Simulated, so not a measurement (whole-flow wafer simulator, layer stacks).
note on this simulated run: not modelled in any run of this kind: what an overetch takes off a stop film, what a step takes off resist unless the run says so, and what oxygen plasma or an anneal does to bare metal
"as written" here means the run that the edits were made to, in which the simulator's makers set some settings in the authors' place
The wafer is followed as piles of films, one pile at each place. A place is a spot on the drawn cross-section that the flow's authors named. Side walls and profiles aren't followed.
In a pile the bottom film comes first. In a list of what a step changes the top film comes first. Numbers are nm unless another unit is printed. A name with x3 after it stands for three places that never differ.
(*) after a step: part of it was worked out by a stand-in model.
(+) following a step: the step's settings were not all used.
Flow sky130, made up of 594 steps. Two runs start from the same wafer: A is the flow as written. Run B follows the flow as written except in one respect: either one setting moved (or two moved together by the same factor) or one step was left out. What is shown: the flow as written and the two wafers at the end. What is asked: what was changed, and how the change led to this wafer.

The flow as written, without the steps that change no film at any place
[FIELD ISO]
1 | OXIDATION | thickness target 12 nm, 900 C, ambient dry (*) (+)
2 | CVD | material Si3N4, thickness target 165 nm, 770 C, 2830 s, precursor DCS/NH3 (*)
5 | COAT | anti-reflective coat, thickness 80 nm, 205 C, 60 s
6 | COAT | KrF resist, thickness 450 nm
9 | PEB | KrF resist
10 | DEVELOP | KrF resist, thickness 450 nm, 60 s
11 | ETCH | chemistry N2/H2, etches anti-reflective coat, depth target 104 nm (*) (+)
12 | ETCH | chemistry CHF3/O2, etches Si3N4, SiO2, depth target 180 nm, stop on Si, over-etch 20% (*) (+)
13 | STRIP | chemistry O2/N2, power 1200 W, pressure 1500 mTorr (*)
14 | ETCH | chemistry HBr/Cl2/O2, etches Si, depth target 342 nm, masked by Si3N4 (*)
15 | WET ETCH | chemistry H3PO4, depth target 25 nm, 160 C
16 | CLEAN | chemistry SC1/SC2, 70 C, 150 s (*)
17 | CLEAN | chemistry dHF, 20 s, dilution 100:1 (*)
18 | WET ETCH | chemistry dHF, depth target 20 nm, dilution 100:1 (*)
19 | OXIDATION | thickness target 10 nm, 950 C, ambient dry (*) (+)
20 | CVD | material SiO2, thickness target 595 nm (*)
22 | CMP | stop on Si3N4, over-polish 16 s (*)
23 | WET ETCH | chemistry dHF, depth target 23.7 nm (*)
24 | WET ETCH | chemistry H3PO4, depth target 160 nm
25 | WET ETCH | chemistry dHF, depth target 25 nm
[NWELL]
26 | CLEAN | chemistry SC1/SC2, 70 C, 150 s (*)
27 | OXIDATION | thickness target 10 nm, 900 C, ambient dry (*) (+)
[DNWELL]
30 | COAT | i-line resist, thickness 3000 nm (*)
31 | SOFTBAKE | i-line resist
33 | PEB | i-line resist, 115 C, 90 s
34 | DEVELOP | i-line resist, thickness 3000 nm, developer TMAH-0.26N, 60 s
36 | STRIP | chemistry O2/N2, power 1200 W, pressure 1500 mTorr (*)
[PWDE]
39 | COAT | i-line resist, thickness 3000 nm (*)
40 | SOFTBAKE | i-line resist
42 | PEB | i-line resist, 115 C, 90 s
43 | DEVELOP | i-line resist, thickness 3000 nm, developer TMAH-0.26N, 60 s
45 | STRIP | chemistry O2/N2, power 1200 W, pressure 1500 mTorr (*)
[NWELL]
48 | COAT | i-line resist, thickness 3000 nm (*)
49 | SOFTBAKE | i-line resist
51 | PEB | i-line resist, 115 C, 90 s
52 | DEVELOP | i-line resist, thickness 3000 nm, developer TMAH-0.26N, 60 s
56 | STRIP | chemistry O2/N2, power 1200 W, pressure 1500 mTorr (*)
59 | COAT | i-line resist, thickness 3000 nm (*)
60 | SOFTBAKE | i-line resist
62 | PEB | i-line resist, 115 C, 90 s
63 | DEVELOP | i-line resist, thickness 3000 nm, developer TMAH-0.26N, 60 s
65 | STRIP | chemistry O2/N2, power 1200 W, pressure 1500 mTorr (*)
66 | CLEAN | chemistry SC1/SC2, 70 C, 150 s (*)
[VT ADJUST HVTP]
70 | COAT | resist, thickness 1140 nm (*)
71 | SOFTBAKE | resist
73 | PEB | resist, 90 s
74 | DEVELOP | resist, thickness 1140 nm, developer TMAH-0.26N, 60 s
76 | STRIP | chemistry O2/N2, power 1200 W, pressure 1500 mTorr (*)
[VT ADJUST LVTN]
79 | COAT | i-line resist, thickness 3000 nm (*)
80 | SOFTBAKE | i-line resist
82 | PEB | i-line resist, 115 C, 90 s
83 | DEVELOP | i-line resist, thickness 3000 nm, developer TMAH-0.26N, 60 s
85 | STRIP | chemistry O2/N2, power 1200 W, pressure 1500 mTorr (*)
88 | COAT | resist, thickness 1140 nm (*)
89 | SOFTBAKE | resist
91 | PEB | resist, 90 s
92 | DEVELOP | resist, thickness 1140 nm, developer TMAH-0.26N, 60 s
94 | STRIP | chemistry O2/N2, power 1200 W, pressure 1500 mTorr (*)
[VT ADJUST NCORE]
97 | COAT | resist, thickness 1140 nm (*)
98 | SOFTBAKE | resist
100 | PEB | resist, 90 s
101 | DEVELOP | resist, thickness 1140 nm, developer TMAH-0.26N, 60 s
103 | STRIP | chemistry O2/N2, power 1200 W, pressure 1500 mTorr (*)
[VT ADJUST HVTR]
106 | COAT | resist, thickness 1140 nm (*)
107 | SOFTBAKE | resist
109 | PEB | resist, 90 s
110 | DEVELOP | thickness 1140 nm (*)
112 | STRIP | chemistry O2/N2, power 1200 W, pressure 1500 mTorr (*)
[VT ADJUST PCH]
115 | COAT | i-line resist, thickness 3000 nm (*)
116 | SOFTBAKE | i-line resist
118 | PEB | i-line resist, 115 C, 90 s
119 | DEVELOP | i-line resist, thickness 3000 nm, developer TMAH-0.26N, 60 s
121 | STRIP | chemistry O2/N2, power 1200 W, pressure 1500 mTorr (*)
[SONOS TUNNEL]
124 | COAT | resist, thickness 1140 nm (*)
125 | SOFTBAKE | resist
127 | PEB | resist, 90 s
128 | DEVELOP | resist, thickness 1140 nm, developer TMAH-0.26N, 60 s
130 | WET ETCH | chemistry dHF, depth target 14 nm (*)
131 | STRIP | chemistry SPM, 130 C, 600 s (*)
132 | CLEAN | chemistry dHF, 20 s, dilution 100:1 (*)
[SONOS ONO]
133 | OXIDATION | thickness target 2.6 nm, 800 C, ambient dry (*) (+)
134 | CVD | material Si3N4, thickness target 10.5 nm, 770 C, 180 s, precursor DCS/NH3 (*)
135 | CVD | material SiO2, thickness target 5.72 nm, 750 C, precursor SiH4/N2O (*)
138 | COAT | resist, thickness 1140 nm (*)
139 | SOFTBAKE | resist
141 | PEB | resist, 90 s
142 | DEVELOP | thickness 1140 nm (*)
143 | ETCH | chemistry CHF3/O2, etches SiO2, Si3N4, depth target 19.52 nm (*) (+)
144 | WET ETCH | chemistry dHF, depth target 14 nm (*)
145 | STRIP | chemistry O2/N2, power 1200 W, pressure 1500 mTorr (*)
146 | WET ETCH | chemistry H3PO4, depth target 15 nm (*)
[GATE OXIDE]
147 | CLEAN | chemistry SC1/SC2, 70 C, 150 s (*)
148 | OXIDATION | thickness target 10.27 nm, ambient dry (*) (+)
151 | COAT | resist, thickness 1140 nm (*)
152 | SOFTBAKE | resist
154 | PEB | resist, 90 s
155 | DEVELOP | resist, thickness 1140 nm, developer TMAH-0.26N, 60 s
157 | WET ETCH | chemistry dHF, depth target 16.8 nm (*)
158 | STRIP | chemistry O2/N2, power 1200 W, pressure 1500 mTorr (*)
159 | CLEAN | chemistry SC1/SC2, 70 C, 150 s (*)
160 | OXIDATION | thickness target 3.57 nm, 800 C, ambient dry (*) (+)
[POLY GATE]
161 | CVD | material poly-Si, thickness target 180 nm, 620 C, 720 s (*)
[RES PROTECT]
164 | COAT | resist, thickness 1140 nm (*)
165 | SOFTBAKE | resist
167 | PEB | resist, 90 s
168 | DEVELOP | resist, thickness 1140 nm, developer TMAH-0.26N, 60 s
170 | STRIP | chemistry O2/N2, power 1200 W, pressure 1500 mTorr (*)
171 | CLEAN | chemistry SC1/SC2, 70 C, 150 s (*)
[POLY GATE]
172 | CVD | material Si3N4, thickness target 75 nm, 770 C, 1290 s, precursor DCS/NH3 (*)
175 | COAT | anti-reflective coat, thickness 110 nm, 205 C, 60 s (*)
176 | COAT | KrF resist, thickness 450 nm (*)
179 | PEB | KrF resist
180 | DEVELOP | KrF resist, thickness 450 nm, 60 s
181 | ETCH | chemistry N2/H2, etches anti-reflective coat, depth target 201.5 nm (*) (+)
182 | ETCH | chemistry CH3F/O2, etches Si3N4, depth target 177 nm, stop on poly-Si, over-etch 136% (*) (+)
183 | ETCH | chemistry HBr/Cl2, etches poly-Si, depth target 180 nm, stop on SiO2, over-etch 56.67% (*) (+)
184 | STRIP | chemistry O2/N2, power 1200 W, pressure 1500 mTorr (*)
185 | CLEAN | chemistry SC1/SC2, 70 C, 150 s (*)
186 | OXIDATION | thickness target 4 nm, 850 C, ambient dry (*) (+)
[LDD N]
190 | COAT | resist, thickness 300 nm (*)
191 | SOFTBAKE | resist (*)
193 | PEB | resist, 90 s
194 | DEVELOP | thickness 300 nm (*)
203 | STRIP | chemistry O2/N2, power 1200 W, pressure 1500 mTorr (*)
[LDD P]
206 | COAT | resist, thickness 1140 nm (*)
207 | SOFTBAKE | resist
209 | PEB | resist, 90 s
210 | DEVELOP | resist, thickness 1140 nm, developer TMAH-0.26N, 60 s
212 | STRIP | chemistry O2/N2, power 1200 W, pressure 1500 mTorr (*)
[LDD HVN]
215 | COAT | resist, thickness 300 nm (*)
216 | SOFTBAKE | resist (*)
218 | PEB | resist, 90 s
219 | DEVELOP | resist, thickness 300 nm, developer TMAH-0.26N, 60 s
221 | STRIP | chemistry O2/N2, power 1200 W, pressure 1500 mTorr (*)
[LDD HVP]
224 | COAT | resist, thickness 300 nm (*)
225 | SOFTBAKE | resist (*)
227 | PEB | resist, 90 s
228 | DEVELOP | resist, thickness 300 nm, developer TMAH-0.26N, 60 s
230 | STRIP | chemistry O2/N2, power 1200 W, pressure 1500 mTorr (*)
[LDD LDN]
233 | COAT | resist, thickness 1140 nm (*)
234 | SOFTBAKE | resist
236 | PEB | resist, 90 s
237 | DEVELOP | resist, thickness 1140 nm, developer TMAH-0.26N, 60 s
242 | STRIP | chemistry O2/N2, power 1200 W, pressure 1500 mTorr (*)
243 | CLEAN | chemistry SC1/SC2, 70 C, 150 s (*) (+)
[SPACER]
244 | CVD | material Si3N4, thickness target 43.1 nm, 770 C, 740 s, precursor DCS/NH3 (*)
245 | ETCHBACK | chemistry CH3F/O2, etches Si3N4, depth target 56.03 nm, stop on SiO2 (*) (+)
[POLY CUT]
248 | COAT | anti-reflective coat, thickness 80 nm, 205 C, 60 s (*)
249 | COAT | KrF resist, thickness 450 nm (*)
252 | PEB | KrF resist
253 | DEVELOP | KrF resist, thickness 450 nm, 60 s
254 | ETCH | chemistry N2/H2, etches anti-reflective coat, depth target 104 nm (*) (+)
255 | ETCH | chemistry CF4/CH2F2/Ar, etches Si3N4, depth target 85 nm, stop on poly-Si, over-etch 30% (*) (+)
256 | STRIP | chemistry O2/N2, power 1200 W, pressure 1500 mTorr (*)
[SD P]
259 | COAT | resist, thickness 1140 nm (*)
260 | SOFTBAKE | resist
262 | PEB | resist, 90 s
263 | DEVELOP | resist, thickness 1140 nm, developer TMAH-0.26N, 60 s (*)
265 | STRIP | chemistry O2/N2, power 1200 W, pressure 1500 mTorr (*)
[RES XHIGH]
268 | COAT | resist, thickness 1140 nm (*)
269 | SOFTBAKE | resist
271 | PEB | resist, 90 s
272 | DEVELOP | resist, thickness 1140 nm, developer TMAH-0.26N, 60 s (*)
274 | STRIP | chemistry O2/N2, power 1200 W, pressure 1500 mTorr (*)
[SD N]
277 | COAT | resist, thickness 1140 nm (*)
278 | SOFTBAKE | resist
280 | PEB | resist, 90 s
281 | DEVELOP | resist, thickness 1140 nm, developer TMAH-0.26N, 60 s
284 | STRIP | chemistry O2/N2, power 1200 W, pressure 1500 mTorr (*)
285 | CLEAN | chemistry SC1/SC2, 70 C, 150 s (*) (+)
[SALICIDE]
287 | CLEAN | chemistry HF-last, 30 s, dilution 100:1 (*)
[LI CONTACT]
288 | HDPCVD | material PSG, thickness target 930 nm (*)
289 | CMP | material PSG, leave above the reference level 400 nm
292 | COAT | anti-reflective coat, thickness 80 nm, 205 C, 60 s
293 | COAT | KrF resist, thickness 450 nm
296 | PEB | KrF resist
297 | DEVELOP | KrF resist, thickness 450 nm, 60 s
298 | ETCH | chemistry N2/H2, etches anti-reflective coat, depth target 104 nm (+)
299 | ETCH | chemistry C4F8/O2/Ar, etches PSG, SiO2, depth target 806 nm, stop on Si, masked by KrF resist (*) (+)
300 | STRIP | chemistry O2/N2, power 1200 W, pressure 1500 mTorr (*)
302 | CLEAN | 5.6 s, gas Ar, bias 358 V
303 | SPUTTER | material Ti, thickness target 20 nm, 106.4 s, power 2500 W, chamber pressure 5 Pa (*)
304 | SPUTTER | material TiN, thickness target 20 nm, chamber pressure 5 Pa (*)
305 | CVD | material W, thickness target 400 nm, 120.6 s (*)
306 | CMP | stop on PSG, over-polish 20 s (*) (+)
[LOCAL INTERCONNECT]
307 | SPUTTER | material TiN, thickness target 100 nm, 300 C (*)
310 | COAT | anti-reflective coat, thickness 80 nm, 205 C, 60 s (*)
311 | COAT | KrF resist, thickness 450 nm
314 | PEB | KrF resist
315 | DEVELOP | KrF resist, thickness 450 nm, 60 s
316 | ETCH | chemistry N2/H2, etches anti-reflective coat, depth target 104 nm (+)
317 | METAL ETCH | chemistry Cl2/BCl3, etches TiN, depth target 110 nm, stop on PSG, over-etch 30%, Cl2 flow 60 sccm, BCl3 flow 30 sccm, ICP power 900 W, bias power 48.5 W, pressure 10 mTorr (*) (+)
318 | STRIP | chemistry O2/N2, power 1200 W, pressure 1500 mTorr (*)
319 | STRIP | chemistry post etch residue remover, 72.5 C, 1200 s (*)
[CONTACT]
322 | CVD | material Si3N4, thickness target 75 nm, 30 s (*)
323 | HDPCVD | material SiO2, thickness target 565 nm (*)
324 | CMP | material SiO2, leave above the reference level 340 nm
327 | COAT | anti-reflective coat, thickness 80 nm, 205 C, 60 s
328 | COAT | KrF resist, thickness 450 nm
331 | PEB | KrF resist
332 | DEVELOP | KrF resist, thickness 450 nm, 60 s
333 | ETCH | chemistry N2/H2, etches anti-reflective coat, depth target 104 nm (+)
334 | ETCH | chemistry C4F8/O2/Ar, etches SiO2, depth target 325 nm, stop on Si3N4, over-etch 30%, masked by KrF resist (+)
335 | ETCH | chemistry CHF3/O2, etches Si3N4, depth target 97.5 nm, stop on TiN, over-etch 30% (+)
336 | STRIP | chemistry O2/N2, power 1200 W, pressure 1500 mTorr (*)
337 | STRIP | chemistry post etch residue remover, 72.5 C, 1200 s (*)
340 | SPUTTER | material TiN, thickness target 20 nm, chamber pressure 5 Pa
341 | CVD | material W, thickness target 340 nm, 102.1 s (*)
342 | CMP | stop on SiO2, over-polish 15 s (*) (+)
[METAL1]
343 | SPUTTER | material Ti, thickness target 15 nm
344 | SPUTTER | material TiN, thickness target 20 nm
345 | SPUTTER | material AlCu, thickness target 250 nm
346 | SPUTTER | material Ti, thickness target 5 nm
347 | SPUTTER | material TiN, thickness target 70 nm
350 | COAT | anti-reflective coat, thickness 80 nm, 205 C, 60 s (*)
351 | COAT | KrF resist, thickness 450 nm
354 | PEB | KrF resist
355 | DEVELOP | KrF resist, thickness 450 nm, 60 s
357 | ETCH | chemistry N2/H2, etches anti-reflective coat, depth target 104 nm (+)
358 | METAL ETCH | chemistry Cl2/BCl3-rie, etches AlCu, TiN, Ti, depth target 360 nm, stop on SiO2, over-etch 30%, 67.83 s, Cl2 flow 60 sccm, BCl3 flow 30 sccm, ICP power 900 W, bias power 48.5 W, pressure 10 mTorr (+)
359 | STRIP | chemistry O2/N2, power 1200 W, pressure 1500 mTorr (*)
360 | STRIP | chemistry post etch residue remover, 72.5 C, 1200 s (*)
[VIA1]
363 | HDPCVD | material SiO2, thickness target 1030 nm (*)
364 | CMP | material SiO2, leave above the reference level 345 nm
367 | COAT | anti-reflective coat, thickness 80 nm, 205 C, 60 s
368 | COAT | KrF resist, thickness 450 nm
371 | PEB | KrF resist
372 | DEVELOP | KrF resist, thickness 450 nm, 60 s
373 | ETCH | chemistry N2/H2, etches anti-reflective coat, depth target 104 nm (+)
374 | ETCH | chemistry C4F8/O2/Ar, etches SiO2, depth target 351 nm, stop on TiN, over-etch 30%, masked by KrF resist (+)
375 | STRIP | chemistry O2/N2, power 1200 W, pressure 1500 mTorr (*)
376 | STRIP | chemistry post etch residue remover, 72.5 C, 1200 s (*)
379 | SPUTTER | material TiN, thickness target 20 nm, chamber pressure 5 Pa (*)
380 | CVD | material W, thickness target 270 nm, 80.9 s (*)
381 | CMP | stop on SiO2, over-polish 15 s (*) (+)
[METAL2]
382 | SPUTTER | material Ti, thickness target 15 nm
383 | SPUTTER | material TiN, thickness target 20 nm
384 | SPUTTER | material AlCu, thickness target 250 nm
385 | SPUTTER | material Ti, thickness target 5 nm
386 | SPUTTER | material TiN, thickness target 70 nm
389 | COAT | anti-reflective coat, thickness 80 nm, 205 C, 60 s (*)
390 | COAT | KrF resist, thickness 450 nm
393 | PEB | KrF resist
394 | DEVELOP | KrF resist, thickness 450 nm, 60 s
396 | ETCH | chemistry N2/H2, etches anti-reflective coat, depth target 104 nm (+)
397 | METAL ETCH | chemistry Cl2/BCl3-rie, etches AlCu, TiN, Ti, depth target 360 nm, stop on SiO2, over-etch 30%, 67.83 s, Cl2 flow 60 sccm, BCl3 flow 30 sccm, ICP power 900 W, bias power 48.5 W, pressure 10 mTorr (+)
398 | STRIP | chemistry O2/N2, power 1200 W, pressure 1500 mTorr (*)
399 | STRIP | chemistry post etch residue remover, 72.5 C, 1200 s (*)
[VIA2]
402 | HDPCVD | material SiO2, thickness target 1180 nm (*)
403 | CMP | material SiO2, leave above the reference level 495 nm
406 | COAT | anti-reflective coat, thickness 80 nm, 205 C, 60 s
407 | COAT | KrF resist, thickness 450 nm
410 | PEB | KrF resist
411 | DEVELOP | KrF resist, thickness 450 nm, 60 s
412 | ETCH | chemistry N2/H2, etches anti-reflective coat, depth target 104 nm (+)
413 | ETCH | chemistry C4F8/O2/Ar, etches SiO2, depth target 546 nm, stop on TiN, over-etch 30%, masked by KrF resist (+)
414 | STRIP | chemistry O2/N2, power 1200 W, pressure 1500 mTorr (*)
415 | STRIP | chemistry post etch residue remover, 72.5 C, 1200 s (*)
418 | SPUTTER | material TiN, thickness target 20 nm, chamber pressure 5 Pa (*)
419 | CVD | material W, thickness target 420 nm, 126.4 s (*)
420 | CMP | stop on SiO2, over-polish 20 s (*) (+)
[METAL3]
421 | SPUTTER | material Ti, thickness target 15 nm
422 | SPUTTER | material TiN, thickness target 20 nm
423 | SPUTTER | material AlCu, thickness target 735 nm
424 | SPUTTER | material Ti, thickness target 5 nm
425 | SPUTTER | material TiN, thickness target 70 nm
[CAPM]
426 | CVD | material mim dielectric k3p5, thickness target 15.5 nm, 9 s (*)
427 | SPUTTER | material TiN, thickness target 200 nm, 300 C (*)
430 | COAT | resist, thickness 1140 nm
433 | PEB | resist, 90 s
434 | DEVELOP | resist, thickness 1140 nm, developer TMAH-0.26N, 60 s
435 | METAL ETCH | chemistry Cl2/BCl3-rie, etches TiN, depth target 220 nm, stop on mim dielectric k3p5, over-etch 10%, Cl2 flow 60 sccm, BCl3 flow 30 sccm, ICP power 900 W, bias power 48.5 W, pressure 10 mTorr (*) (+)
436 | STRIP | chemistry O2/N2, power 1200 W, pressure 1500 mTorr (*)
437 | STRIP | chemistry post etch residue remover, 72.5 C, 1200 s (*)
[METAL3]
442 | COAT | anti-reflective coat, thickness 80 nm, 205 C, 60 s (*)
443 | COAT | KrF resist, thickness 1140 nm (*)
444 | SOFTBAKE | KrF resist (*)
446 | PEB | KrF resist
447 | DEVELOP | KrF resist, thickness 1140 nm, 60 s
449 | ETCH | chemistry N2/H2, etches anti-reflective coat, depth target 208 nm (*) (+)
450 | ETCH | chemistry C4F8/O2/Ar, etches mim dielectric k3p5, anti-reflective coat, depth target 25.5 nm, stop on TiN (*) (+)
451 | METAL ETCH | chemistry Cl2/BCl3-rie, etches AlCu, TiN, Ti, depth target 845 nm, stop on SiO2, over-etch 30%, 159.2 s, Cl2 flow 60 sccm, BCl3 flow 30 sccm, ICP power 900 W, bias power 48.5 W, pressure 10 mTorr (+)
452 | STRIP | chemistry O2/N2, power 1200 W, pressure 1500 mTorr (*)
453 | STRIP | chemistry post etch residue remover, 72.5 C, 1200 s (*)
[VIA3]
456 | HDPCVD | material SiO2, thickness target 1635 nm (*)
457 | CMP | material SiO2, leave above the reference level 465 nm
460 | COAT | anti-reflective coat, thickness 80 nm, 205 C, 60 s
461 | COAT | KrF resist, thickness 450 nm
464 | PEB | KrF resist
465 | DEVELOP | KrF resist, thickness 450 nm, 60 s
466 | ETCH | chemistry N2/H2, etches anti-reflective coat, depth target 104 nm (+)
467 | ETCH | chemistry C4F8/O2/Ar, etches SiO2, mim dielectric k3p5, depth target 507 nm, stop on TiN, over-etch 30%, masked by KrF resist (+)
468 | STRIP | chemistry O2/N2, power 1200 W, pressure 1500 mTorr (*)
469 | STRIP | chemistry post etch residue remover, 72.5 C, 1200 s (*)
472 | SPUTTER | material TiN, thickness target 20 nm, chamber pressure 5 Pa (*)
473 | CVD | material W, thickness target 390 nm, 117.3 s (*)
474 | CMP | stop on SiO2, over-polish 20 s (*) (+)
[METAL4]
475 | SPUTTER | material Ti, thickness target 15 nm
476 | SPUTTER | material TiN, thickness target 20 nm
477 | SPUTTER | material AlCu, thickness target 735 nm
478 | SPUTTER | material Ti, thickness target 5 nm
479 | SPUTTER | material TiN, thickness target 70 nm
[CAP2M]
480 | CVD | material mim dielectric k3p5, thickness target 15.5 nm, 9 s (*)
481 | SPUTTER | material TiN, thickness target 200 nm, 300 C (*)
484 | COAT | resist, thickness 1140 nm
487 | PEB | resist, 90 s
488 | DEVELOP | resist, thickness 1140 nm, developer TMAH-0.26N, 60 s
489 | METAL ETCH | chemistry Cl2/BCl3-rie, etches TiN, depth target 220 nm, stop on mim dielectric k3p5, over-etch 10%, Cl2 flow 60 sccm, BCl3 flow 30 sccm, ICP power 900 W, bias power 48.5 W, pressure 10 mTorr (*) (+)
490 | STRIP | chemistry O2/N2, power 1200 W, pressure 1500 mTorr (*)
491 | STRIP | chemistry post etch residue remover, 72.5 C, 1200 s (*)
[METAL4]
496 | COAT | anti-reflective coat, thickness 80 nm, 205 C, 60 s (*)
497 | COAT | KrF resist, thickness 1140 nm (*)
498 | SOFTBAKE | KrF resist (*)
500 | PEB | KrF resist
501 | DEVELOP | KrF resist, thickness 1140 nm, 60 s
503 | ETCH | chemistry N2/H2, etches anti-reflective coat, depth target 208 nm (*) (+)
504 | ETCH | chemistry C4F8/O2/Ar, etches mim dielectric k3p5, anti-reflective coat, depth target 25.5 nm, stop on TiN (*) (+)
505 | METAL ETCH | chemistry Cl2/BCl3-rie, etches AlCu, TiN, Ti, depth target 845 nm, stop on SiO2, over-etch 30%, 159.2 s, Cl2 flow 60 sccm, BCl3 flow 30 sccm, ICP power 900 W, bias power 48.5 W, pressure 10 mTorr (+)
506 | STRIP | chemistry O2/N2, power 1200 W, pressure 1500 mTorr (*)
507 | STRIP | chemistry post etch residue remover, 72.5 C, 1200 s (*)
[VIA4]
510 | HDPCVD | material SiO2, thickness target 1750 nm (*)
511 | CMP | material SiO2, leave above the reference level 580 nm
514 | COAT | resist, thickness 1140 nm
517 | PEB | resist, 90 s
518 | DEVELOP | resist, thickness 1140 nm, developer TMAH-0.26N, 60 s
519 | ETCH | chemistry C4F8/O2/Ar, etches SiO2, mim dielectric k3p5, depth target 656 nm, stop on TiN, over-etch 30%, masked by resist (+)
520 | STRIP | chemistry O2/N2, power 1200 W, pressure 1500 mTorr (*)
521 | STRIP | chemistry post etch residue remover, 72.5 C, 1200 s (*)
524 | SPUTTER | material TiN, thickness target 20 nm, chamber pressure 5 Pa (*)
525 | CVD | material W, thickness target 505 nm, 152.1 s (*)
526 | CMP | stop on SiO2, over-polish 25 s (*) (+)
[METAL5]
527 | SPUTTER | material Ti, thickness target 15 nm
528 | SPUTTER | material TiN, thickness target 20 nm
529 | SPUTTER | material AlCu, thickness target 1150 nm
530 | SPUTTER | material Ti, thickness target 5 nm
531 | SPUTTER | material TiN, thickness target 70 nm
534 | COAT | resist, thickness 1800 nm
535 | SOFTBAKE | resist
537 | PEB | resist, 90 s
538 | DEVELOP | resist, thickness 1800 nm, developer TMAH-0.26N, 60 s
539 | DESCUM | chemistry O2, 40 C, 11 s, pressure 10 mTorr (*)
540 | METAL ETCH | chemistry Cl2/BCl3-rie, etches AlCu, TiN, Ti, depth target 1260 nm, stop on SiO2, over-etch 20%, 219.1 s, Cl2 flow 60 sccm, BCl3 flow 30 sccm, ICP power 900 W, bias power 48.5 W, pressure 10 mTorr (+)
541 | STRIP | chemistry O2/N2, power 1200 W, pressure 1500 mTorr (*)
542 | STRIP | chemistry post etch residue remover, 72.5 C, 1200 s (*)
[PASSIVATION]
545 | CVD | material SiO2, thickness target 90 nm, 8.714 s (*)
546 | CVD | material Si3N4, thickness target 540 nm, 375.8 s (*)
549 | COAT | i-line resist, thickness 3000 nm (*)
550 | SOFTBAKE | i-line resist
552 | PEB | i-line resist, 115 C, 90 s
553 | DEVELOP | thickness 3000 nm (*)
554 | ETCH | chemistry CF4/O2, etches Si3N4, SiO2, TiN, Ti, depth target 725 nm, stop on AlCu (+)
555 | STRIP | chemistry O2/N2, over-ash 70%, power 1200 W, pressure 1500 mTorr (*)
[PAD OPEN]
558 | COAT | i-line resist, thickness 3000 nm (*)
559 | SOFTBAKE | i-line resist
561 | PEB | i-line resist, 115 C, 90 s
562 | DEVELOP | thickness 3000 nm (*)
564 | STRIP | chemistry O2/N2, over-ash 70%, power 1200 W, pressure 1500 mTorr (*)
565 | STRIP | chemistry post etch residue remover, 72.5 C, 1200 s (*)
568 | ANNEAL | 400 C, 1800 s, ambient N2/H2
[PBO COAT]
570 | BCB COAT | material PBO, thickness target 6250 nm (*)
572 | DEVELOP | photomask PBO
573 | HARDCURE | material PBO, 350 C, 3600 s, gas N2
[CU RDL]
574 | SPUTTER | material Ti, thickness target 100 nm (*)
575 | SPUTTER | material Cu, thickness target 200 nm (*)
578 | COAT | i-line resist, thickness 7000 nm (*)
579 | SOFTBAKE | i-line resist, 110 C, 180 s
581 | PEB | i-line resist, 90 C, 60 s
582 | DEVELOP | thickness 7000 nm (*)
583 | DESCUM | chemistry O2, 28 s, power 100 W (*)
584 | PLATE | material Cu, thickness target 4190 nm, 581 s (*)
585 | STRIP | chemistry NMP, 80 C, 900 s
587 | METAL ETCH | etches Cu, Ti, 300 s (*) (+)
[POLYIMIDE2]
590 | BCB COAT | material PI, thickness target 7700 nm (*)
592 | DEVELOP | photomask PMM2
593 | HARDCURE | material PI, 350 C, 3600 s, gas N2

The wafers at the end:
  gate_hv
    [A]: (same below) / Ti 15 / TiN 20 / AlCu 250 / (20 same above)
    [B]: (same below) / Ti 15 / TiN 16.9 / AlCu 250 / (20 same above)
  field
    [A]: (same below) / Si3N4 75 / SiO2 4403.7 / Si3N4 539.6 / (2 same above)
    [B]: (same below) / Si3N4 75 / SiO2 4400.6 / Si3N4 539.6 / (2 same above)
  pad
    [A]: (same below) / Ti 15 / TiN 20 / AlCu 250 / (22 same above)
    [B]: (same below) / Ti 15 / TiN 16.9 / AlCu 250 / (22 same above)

The reason: step 383, SPUTTER: thickness target 16.9 nm was run, though the flow has thickness target 20 nm.
The wafer itself shows it: gate_hv has TiN 16.9, and step 383 as written asks for 20 nm.

How this came from the change, step by step:
  383 | SPUTTER | material TiN, thickness target 20 nm
      field, active, n_well and 188 more: A TiN gains 20 (new film) | B TiN gains 16.9 (new film)
  397 | METAL ETCH | chemistry Cl2/BCl3-rie, etches AlCu, TiN, Ti, depth target 360 nm, stop on SiO2, over-etch 30%, 67.83 s, Cl2 flow 60 sccm, BCl3 flow 30 sccm, ICP power 900 W, bias power 48.5 W, pressure 10 mTorr (+)
      field, active, gate and 82 more: A TiN loses 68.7 (all of it), Ti loses 5 (all of it), AlCu loses 250 (all of it), TiN loses 20 (all of it), Ti loses 15 (all of it), SiO2 loses 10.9 | B TiN loses 68.7 (all of it), Ti loses 5 (all of it), AlCu loses 250 (all of it), TiN loses 16.9 (all of it), Ti loses 15 (all of it), SiO2 loses 11.2
